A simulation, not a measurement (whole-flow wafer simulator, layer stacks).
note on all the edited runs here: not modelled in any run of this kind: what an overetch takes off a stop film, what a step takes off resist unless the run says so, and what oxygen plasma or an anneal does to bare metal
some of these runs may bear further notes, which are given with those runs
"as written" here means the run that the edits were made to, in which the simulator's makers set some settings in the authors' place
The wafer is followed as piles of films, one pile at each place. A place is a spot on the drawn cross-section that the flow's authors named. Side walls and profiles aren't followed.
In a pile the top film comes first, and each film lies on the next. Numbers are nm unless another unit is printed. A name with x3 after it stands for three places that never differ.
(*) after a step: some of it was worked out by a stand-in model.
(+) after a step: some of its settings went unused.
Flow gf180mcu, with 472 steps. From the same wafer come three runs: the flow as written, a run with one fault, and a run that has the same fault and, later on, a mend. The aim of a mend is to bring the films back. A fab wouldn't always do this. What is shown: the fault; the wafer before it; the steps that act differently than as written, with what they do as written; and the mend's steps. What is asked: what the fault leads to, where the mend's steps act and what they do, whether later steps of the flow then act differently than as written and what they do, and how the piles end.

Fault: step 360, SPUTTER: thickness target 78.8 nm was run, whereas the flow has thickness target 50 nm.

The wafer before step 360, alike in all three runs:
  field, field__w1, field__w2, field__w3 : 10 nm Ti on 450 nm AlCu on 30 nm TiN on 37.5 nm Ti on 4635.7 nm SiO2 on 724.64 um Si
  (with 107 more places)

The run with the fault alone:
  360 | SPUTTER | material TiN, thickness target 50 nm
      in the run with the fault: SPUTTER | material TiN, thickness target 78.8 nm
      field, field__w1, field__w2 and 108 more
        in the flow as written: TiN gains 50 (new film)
        in the run with the fault: TiN gains 78.8 (new film)
  Steps further on in the flow that do not act as written (not shown: 3 more steps that differ only slightly, by at most 2% or 0.5 nm, whichever is larger):
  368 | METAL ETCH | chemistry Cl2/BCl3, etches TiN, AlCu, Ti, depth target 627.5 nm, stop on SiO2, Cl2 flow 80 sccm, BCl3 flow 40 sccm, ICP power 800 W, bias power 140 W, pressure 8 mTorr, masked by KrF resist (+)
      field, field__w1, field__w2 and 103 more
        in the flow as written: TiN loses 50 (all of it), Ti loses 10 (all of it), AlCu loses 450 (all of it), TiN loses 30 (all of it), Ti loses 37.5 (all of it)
        in the run with the fault: TiN loses 78.8 (all of it), Ti loses 10 (all of it), AlCu loses 450 (all of it), TiN loses 30 (all of it), Ti loses 37.5 (all of it)
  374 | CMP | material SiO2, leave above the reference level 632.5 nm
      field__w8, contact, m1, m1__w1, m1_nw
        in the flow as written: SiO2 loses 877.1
        in the run with the fault: SiO2 loses 905.9
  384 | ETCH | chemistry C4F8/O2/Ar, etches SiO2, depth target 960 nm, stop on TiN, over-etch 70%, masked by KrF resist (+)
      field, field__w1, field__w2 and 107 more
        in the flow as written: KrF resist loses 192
        in the run with the fault: KrF resist loses 184.8
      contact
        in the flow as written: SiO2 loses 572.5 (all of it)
        in the run with the fault: SiO2 loses 543.7 (all of it)
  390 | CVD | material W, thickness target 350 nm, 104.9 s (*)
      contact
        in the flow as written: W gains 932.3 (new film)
        in the run with the fault: W gains 903.2 (new film)
  By the end, the piles at field__w8, contact, m1, m1__w1, m1_nw depart from the flow's by more than 2% or 0.5 nm, whichever is larger.
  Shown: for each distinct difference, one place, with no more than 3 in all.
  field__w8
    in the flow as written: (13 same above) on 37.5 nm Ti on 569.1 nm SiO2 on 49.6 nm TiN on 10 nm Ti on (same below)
    in the run with the fault: (13 same above) on 37.5 nm Ti on 540.3 nm SiO2 on 78.4 nm TiN on 10 nm Ti on (same below)
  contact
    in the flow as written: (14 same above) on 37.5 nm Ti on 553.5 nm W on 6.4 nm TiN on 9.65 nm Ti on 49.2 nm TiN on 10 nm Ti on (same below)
    in the run with the fault: (14 same above) on 37.5 nm Ti on 524.4 nm W on 6.51 nm TiN on 9.82 nm Ti on 78 nm TiN on 10 nm Ti on (same below)

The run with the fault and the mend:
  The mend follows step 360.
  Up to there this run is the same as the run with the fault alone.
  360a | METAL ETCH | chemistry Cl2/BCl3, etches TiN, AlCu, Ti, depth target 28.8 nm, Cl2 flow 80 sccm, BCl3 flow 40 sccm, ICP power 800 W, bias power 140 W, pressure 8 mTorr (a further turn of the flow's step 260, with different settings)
      field, field__w1, field__w2 and 108 more
        TiN loses 28.8
  None of the later steps of the flow acts differently than as written at any place that is followed.
  The piles end the same as the flow's at every place that both follow.
